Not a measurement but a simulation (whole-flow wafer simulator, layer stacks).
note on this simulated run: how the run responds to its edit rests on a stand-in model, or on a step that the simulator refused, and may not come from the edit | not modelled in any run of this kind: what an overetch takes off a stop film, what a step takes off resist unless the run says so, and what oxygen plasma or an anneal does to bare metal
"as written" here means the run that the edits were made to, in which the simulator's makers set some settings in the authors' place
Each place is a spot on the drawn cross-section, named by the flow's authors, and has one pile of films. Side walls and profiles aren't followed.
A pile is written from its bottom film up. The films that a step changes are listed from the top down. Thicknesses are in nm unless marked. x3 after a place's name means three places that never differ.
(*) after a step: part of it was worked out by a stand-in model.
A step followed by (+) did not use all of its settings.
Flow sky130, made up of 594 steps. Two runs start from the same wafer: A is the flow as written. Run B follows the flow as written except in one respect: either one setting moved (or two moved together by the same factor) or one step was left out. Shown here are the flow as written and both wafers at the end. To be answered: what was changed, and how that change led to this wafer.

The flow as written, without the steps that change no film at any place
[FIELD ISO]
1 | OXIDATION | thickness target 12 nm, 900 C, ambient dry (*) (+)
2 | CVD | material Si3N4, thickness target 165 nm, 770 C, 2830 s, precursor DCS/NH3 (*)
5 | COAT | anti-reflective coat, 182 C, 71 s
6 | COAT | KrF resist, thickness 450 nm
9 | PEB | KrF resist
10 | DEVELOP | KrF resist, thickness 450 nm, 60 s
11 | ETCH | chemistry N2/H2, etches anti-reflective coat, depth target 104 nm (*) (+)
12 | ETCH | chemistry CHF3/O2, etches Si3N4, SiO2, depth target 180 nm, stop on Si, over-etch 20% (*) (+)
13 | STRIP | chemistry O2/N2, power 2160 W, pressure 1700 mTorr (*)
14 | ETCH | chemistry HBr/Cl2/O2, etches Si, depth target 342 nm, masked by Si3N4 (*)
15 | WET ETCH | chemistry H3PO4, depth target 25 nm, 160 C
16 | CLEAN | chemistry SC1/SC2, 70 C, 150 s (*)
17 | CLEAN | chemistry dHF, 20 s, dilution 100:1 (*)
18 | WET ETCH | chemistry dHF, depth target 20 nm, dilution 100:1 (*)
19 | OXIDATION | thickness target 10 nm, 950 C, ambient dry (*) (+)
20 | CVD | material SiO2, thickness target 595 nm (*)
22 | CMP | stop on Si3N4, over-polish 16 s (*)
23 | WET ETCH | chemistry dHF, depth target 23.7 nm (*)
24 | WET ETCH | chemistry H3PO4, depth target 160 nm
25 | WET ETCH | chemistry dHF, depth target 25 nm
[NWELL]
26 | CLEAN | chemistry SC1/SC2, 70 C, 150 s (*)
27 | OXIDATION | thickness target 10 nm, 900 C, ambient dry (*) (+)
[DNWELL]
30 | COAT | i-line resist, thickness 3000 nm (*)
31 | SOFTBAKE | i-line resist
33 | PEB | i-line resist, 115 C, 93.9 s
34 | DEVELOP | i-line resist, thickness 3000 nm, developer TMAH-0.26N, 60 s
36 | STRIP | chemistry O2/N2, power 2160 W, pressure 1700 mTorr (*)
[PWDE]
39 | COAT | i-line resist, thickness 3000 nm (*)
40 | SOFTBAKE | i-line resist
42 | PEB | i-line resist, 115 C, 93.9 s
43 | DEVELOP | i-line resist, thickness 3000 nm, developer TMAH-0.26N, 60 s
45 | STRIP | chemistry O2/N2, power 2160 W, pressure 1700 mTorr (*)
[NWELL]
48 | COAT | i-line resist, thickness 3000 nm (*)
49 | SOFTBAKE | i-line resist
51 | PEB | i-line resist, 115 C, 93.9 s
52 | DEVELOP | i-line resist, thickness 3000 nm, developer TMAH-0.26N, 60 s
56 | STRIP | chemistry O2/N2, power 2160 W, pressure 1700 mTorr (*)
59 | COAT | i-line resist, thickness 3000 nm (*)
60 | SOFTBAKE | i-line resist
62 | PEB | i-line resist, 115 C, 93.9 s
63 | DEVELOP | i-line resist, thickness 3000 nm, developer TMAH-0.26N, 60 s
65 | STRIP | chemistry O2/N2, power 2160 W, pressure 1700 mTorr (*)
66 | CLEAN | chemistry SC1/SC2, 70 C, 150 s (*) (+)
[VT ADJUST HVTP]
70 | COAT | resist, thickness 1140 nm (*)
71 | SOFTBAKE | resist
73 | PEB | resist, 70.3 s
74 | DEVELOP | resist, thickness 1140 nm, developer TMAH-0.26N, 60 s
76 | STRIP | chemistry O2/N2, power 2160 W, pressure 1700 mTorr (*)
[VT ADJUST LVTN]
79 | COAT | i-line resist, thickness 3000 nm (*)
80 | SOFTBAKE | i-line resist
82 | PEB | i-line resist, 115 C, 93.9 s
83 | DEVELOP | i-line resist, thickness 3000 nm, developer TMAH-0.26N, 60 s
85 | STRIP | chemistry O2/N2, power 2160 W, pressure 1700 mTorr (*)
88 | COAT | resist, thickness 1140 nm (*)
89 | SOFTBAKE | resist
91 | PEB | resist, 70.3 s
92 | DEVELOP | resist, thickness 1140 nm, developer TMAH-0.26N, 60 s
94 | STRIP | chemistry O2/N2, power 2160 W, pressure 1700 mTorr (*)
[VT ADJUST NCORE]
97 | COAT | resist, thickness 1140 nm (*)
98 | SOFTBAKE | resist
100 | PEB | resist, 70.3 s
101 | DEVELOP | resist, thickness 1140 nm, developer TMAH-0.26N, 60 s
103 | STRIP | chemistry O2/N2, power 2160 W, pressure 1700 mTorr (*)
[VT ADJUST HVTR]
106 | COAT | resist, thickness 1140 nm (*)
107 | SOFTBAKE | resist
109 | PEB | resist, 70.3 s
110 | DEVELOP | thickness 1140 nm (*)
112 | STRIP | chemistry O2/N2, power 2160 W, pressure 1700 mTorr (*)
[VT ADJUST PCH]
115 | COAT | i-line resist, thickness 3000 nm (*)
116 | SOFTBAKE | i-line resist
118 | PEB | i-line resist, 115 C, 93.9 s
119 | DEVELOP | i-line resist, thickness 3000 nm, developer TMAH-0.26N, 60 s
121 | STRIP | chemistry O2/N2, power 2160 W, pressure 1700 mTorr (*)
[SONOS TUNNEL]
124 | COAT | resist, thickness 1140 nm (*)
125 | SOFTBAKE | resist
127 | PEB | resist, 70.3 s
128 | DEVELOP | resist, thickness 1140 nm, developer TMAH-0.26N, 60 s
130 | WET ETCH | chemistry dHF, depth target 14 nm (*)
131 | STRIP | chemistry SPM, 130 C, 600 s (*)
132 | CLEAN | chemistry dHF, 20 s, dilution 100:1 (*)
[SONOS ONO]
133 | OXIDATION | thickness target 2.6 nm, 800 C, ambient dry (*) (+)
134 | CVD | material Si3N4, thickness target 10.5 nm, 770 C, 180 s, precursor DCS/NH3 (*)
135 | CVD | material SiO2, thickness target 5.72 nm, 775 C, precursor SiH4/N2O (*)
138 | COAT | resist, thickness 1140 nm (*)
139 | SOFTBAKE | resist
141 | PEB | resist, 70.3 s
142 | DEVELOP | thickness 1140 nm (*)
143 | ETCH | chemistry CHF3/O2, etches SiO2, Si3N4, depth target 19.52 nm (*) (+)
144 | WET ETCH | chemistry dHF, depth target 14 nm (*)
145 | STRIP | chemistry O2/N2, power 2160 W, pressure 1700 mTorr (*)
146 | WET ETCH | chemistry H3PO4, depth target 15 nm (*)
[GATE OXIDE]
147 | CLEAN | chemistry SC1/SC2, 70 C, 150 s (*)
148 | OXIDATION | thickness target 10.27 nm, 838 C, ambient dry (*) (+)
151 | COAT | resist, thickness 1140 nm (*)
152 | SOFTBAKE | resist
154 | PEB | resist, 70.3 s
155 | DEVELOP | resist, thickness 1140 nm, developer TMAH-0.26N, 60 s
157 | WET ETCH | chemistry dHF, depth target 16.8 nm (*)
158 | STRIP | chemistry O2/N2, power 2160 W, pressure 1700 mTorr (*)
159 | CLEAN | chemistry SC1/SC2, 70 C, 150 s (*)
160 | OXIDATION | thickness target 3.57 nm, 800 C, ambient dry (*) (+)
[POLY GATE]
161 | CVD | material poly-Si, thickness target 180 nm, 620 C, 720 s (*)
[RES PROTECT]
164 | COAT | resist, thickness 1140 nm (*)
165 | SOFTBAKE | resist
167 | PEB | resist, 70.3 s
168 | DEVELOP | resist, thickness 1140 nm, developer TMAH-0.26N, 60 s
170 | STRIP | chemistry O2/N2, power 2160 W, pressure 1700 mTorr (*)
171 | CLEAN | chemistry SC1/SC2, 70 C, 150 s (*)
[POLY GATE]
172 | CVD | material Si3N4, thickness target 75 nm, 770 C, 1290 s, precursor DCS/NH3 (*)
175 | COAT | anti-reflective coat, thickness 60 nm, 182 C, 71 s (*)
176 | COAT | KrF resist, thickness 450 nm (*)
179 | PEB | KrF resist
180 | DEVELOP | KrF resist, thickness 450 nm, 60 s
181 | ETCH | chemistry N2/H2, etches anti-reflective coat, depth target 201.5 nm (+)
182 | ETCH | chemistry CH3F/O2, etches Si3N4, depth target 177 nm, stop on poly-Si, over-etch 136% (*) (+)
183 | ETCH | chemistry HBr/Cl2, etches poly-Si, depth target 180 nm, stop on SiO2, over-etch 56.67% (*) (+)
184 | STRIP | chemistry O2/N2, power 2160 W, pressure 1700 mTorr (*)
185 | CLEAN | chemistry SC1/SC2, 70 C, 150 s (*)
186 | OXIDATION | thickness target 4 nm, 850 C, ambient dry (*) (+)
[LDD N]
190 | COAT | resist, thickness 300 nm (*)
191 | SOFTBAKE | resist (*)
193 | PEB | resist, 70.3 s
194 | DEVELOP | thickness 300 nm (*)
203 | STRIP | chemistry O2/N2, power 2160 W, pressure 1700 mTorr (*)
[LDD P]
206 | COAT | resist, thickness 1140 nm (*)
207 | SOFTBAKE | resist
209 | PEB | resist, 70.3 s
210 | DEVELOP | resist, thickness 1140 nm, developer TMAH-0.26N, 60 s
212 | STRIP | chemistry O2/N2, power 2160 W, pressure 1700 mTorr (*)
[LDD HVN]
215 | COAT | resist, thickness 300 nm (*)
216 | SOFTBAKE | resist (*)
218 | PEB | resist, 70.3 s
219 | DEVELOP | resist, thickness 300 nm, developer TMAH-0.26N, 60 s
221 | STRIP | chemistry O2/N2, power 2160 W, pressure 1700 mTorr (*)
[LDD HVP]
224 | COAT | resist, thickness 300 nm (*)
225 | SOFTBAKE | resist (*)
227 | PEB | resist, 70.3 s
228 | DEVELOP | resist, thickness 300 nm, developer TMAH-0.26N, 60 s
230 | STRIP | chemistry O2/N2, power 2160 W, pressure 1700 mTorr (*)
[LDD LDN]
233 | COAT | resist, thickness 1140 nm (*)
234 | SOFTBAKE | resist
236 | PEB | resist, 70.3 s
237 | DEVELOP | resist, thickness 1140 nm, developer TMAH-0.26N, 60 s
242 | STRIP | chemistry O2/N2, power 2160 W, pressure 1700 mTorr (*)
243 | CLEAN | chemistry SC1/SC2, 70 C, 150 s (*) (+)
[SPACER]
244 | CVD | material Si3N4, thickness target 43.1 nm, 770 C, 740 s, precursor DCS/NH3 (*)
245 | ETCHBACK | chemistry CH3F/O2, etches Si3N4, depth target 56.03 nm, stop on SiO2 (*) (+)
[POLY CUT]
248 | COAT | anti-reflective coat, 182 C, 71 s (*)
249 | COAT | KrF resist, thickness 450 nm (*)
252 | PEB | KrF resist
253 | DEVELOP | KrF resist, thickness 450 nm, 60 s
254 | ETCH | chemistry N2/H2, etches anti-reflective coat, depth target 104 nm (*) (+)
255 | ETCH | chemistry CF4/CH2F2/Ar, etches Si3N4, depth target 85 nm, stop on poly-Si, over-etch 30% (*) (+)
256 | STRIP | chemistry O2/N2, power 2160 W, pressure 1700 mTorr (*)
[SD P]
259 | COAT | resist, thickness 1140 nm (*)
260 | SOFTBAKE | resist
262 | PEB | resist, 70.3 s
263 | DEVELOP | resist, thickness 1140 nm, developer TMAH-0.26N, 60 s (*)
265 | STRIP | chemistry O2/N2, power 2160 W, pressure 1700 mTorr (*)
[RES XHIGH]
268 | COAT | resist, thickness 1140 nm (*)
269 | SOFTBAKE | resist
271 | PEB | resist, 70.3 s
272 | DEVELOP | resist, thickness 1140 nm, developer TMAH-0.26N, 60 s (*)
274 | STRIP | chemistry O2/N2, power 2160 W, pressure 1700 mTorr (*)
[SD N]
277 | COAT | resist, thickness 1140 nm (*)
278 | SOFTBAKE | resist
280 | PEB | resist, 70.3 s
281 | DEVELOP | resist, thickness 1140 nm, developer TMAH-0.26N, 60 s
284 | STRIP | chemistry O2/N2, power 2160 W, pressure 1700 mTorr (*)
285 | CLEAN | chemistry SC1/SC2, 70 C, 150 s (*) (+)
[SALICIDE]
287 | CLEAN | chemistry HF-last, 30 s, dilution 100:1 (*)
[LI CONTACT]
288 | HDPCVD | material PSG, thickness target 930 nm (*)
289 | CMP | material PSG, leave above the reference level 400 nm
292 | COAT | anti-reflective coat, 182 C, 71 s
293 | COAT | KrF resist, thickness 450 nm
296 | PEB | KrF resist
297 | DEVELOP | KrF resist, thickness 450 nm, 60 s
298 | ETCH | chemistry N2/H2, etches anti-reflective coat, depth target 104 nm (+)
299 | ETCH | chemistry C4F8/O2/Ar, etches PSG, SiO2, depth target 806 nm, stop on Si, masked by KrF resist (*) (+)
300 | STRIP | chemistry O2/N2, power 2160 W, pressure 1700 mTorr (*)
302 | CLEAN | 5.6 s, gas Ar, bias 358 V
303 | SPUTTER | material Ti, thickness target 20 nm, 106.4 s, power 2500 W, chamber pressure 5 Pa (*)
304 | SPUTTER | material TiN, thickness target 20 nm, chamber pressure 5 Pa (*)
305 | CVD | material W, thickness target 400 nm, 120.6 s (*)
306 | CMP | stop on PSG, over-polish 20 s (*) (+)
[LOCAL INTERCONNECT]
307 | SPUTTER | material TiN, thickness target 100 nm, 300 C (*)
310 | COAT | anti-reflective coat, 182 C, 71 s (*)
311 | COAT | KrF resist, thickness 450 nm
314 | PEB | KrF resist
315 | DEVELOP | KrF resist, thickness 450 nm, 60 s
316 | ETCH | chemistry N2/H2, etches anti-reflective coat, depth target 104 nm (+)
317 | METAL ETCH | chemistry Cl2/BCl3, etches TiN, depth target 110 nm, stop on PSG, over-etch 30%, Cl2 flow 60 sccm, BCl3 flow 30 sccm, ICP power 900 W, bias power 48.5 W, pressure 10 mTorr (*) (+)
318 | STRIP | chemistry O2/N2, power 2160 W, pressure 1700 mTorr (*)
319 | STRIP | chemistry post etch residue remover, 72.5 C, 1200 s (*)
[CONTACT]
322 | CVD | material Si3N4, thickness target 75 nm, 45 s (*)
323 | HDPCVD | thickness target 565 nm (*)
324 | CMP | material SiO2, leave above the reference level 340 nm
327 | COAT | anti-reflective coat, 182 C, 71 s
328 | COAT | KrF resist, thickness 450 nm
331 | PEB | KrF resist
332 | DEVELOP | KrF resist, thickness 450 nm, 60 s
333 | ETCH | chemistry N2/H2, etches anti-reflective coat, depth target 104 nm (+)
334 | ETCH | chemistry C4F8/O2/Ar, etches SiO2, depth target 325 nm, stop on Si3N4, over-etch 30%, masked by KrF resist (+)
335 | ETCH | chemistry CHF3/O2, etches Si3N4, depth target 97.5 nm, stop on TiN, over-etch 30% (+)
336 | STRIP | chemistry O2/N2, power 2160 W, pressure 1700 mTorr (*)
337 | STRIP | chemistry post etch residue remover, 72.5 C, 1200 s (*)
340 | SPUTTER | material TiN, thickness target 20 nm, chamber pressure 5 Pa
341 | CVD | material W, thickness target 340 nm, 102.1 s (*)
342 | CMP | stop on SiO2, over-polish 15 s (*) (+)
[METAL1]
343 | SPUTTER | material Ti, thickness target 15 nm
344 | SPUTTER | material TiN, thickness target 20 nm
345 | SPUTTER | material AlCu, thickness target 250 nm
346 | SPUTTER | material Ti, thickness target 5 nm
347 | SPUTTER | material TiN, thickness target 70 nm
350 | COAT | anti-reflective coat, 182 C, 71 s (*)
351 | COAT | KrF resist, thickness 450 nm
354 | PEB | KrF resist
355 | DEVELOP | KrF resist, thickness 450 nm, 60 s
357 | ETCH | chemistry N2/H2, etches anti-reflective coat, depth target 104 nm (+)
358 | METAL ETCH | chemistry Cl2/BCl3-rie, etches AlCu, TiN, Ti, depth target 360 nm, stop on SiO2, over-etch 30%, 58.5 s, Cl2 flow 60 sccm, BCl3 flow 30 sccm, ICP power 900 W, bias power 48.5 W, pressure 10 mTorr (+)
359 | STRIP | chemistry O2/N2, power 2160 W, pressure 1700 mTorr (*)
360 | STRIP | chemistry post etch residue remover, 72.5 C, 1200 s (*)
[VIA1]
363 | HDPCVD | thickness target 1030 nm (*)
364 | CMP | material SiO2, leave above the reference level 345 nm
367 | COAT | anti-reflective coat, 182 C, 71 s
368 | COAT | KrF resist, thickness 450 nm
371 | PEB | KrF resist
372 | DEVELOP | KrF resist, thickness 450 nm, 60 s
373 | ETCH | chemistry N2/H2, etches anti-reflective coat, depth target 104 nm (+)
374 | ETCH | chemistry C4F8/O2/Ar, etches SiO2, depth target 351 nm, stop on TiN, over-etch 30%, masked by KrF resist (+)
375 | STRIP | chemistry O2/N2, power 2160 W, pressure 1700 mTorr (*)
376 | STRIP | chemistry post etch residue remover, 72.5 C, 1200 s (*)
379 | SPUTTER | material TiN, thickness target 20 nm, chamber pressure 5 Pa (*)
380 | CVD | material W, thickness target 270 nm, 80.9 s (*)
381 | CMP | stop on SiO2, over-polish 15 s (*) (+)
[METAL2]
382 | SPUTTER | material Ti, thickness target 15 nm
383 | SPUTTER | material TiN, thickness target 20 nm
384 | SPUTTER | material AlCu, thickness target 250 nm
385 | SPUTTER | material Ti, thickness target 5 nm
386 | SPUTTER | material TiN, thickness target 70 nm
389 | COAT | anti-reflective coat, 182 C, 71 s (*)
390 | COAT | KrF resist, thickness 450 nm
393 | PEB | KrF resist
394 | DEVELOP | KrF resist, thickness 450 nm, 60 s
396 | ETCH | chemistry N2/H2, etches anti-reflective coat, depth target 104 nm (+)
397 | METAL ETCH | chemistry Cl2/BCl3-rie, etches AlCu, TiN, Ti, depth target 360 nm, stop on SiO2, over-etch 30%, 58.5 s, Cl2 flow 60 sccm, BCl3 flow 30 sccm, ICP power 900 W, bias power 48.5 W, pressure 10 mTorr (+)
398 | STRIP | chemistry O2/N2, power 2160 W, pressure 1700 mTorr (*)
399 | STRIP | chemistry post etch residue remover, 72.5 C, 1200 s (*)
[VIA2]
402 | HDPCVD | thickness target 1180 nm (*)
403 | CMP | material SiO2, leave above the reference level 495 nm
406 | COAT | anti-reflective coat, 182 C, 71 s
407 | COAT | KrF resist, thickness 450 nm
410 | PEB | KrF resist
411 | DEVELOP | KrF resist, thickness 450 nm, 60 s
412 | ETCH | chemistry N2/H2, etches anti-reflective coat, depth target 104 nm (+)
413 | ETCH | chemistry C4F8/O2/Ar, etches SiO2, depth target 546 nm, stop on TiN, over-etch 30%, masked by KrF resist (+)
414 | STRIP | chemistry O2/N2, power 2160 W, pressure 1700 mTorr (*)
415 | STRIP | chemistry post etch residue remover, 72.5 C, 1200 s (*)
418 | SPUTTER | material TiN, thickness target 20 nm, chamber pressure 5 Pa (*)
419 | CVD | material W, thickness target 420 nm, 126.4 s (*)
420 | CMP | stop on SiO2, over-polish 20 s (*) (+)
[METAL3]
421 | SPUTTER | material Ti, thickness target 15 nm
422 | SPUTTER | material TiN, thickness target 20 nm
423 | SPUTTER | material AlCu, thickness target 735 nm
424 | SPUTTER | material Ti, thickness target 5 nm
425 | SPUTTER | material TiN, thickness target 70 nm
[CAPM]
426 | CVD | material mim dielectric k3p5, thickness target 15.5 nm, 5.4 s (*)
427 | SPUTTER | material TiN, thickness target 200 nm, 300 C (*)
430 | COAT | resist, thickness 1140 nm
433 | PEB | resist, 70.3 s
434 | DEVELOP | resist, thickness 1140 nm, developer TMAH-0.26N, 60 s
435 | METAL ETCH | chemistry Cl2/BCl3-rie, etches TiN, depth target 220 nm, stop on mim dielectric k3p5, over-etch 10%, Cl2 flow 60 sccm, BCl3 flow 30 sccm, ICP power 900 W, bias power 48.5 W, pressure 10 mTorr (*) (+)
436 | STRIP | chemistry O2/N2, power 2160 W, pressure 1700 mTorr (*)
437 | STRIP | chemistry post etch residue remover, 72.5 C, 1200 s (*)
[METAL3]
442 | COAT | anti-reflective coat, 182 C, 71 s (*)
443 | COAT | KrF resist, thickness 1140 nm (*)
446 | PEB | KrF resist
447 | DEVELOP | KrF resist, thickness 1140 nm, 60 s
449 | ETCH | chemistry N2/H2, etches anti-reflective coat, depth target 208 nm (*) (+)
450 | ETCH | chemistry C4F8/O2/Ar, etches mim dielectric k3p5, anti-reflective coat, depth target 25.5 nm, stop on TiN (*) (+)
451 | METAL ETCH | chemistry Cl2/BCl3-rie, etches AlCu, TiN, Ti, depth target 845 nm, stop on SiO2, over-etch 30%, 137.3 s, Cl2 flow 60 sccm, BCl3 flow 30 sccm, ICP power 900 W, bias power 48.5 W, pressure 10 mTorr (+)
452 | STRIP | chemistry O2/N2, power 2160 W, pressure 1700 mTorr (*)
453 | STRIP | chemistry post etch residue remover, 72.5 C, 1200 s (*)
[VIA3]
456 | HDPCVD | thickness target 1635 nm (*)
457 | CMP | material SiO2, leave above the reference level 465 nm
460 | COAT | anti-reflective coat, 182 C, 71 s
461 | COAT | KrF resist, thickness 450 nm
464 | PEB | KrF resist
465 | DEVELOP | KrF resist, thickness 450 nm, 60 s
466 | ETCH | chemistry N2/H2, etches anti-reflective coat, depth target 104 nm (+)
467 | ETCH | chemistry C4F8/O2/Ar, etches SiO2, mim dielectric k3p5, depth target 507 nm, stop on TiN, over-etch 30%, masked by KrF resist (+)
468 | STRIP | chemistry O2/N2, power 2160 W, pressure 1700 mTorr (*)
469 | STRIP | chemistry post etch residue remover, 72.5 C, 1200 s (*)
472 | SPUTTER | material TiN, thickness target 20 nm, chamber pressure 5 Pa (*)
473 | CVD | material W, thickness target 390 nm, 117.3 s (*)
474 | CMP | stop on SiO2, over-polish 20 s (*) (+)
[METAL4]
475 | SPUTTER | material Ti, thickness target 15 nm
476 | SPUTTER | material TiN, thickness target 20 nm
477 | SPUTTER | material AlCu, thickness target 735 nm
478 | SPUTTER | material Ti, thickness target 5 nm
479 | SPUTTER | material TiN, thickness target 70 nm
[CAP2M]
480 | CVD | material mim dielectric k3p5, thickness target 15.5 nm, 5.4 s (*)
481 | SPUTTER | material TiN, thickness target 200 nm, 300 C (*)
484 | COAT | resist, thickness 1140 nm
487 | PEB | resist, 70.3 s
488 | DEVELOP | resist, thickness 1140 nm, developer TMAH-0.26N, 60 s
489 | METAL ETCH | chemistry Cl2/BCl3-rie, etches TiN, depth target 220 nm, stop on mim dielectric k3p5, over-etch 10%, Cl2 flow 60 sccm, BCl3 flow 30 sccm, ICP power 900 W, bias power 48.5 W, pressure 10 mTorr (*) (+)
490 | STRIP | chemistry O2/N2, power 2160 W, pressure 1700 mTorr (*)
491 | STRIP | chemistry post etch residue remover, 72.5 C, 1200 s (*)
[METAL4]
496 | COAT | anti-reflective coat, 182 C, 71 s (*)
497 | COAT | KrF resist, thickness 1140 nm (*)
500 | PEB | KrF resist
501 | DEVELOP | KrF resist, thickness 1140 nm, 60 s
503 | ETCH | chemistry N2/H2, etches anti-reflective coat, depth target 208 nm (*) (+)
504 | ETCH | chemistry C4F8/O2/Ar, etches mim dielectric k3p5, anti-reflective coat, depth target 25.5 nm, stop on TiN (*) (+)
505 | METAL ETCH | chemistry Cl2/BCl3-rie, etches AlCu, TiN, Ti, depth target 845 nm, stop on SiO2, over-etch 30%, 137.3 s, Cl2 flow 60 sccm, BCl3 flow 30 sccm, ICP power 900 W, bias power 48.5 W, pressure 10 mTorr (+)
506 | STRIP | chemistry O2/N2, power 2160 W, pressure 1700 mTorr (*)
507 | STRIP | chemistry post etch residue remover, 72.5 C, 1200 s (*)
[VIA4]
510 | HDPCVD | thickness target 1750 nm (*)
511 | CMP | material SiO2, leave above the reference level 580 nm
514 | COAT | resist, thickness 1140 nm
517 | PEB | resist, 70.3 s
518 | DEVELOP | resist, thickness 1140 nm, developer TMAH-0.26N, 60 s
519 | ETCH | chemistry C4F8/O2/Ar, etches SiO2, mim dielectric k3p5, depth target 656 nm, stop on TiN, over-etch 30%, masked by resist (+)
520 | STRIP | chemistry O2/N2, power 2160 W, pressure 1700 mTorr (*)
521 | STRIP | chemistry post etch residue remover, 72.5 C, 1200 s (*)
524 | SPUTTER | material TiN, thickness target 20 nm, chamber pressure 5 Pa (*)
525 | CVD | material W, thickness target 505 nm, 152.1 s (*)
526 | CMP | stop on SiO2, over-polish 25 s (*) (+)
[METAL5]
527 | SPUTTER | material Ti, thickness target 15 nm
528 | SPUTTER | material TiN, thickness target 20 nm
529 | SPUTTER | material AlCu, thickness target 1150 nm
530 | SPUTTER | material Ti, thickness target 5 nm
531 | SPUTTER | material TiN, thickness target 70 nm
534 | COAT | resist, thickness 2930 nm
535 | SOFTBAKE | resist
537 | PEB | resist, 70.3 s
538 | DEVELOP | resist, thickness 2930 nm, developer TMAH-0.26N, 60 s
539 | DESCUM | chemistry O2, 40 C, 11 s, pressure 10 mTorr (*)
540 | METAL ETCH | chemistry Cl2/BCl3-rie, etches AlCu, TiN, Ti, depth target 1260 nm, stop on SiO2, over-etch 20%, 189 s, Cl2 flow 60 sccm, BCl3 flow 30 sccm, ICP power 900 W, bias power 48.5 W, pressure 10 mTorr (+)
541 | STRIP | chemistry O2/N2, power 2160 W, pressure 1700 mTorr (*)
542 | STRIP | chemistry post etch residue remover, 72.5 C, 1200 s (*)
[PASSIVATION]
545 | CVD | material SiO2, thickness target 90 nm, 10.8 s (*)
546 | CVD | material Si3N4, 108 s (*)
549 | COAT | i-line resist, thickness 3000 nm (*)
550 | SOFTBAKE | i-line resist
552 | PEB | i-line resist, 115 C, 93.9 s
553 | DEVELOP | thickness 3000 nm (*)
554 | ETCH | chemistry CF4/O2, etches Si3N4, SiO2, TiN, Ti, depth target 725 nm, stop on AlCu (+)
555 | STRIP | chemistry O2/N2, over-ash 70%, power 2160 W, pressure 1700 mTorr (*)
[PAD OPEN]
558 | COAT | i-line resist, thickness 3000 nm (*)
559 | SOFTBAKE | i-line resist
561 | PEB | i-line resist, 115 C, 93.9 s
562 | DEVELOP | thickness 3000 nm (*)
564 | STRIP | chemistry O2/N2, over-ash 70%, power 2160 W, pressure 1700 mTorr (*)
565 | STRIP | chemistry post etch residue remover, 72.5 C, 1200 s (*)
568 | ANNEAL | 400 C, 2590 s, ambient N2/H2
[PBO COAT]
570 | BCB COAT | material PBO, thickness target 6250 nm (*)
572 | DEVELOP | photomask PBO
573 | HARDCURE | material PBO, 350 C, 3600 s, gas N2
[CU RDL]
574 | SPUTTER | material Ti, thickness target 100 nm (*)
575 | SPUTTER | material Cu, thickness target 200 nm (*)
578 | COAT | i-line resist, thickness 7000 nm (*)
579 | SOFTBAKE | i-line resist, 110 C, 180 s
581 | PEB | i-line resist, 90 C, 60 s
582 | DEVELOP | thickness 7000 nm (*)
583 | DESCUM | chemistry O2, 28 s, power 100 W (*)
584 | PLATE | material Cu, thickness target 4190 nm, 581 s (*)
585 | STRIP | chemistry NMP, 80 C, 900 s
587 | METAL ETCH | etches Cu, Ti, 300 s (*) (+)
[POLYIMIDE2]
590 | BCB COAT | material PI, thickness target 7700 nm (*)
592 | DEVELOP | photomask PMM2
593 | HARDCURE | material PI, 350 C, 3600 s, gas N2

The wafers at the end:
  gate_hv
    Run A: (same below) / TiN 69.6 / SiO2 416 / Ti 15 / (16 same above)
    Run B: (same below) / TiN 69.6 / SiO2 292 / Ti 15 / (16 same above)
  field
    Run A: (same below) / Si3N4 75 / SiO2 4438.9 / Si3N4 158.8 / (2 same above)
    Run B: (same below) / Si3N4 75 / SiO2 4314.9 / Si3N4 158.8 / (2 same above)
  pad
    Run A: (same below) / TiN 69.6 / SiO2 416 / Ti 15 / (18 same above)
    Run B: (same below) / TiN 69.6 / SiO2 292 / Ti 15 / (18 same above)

What caused this: step 403, CMP: leave above the reference level 371 nm was run, while the flow as written has leave above the reference level 495 nm.

Step by step, how the change led to this:
  403 | CMP | material SiO2, leave above the reference level 495 nm
      n_well, p_well, gate_hv and 101 more: A SiO2 loses 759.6 | B SiO2 loses 883.6
      field, active, gate and 82 more: A SiO2 loses 389.1 | B SiO2 loses 513.1
      (and at 2 other places as well)
  413 | ETCH | chemistry C4F8/O2/Ar, etches SiO2, depth target 546 nm, stop on TiN, over-etch 30%, masked by KrF resist (+)
      field, active, n_well and 186 more: A KrF resist loses 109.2 | B KrF resist loses 77
      m1: A SiO2 loses 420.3 (all of it) | B SiO2 loses 296.3 (all of it)
      (and at 1 other place as well)
  414 | STRIP | chemistry O2/N2, power 2160 W, pressure 1700 mTorr (*)
      field, active, n_well and 186 more: A KrF resist loses 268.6 (all of it), anti-reflective coat loses 80 (all of it) | B KrF resist loses 300.8 (all of it), anti-reflective coat loses 80 (all of it)
  418 | SPUTTER | material TiN, thickness target 20 nm, chamber pressure 5 Pa (*)
      m1, via2_hole: A TiN gains 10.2 | B TiN gains 11.9
  419 | CVD | material W, thickness target 420 nm, 126.4 s (*)
      m1: A W gains 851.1 (new film) | B W gains 725.4 (new film)
      via2_hole: A W gains 850.7 (new film) | B W gains 724.9 (new film)
